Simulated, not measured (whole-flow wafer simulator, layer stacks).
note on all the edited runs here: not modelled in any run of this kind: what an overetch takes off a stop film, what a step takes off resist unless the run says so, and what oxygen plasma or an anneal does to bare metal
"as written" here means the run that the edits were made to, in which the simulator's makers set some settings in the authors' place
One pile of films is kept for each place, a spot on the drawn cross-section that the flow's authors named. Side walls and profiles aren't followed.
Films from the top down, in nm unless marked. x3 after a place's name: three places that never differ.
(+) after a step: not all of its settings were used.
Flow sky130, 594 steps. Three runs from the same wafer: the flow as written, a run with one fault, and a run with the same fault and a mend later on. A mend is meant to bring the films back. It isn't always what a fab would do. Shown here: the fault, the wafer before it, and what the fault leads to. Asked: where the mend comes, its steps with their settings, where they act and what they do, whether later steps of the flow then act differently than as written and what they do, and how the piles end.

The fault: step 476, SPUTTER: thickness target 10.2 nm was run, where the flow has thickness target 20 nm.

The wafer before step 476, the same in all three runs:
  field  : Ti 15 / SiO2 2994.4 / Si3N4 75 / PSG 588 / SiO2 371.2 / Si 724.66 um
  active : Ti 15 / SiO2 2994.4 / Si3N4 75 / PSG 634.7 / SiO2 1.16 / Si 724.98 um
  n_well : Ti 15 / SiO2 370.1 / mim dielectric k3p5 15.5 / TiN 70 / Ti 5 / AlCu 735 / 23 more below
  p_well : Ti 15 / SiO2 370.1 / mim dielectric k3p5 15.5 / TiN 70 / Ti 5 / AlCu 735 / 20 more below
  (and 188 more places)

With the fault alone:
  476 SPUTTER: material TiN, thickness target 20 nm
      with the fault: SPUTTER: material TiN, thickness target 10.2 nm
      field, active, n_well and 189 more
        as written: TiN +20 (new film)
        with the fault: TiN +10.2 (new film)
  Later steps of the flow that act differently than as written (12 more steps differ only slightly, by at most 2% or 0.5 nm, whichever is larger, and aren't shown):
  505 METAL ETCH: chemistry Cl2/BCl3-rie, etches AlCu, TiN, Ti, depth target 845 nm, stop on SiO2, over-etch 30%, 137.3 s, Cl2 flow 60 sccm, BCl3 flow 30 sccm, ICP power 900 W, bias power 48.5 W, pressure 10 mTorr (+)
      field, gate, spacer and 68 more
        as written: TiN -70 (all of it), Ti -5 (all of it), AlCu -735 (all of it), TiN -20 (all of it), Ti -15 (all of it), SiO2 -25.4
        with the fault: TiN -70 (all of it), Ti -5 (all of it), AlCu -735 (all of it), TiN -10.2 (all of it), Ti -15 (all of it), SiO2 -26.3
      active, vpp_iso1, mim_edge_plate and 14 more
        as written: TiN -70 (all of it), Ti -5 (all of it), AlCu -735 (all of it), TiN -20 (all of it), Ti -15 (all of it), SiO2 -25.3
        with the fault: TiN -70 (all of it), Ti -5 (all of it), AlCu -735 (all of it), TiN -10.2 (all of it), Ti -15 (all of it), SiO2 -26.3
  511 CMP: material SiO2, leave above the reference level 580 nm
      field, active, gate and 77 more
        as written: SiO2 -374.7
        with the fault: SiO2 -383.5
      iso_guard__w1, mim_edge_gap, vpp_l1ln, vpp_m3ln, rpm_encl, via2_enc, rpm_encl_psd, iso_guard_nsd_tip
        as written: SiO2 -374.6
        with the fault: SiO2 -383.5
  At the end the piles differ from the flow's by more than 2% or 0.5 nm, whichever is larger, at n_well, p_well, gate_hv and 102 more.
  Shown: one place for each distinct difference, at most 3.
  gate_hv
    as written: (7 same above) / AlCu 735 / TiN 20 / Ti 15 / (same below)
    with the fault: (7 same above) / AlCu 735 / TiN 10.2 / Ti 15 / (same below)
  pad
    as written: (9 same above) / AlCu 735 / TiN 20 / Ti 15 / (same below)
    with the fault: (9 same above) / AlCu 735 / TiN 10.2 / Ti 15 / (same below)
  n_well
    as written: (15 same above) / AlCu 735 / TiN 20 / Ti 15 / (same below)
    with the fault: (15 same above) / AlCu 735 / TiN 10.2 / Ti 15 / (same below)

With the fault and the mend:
  The mend comes after step 476.
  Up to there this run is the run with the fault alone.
  476a SPUTTER: material TiN, thickness target 9.8 nm (the flow's step 476 once more, with other settings)
      field, active, n_well and 189 more
        TiN +9.8
  No later step of the flow acts differently than as written at any place that is followed.
  At the end the piles are the same as the flow's at every place that both follow.
